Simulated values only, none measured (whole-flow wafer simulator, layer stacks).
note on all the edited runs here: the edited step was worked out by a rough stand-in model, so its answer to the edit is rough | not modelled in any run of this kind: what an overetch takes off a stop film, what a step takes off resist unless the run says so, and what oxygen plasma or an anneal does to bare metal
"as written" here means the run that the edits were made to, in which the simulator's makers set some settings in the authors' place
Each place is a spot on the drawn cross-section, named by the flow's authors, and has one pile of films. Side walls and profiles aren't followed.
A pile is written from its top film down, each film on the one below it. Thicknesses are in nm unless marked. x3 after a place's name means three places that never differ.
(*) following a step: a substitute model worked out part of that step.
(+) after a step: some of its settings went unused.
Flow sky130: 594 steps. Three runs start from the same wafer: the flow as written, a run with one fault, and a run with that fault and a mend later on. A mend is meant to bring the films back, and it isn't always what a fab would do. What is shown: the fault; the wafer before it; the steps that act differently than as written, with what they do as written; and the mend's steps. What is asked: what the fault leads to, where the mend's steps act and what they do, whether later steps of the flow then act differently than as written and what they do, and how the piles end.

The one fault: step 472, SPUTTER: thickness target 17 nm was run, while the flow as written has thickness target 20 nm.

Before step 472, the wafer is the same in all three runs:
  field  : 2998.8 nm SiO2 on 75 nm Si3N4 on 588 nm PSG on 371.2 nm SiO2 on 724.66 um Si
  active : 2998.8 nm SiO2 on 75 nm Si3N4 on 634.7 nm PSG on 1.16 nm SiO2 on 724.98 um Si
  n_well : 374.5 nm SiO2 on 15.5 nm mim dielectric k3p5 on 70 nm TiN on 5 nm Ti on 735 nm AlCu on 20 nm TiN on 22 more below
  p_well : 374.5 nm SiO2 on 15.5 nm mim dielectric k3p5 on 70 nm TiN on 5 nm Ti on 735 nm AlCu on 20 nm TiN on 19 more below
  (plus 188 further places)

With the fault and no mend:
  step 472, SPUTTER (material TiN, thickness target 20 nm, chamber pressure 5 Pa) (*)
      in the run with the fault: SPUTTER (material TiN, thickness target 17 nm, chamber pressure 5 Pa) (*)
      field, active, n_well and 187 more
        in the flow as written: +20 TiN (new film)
        in the run with the fault: +17 TiN (new film)
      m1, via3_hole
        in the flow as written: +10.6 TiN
        in the run with the fault: +8.99 TiN
  Later steps of the flow acting differently than as written (not shown: 1 more step that differs only slightly, by at most 2% or 0.5 nm, whichever is larger):
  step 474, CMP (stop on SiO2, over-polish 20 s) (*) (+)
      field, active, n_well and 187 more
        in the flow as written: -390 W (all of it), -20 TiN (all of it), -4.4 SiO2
        in the run with the fault: -390 W (all of it), -17 TiN (all of it), -4.4 SiO2
  The piles end only slightly different from the flow's at the places that both follow, by no more than 2% or 0.5 nm, whichever is larger.

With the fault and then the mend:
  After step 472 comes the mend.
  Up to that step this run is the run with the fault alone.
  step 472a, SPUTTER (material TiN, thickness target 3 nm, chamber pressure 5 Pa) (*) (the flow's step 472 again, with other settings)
      field, active, n_well and 187 more
        +3 TiN
      m1
        +1.58 TiN
      via3_hole
        +1.56 TiN
  Every later step of the flow that is run acts as written at every place that is followed.
  The piles end only slightly different from the flow's at the places that both follow, by no more than 2% or 0.5 nm, whichever is larger.
